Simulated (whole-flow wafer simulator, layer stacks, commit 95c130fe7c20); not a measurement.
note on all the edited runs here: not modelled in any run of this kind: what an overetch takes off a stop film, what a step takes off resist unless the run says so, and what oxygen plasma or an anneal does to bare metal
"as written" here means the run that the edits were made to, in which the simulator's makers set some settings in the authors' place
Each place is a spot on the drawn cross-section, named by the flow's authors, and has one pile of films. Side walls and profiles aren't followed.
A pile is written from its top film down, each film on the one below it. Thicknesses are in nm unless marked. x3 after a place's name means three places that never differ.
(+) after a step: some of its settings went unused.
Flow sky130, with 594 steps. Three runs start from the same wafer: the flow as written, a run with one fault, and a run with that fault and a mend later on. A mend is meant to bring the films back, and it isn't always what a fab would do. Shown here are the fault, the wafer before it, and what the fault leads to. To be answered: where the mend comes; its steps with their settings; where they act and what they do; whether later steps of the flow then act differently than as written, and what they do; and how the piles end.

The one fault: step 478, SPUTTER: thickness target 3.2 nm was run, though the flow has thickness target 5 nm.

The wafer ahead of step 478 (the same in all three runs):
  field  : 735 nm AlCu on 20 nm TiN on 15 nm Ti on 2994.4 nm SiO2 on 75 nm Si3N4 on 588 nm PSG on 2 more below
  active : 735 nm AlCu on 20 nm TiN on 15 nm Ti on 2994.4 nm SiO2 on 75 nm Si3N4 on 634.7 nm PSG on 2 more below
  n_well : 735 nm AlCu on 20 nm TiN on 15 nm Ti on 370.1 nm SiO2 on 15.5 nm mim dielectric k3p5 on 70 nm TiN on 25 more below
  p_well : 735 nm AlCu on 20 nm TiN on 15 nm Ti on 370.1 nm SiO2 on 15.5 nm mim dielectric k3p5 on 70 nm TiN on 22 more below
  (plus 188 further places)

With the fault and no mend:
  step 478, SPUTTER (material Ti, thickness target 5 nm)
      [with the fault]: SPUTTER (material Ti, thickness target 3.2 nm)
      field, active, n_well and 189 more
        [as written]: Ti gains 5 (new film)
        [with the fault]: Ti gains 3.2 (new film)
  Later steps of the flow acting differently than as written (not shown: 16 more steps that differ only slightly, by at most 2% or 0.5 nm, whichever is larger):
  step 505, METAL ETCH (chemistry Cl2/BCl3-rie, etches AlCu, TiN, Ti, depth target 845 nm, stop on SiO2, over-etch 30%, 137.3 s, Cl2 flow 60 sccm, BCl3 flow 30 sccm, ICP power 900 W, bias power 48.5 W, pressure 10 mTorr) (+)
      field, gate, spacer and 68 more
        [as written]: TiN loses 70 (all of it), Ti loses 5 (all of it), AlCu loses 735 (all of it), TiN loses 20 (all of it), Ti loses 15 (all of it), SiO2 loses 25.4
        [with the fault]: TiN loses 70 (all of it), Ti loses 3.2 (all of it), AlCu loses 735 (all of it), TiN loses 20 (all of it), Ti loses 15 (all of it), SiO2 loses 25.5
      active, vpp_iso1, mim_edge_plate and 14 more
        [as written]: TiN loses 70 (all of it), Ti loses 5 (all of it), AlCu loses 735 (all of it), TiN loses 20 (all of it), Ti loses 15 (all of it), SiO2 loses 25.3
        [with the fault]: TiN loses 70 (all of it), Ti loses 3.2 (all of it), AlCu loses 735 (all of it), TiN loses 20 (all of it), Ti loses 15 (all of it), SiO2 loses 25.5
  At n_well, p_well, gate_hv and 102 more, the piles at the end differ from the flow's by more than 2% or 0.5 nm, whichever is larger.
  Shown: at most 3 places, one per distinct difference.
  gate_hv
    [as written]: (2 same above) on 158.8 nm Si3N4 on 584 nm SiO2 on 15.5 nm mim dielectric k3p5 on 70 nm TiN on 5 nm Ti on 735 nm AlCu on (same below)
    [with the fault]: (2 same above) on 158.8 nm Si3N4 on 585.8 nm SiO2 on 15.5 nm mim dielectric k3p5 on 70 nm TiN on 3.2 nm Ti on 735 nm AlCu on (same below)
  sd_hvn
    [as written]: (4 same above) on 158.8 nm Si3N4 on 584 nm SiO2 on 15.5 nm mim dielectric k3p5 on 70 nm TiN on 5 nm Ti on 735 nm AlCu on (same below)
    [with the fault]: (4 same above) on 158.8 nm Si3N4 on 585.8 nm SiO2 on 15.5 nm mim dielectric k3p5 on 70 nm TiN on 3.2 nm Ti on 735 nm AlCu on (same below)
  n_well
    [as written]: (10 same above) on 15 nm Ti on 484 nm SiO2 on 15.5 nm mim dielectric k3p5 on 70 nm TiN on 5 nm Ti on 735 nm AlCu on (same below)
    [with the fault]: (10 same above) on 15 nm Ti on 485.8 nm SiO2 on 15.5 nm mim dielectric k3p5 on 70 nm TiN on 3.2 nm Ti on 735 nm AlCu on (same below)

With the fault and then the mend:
  The mend follows step 478.
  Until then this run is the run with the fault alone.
  step 478a, SPUTTER (material Ti, thickness target 1.8 nm) (the flow's step 478, run once more with other settings)
      field, active, n_well and 189 more
        Ti gains 1.8
  Every later step of the flow that is run acts as written at every place that is followed.
  By the end, the piles equal the flow's at every place that both follow.
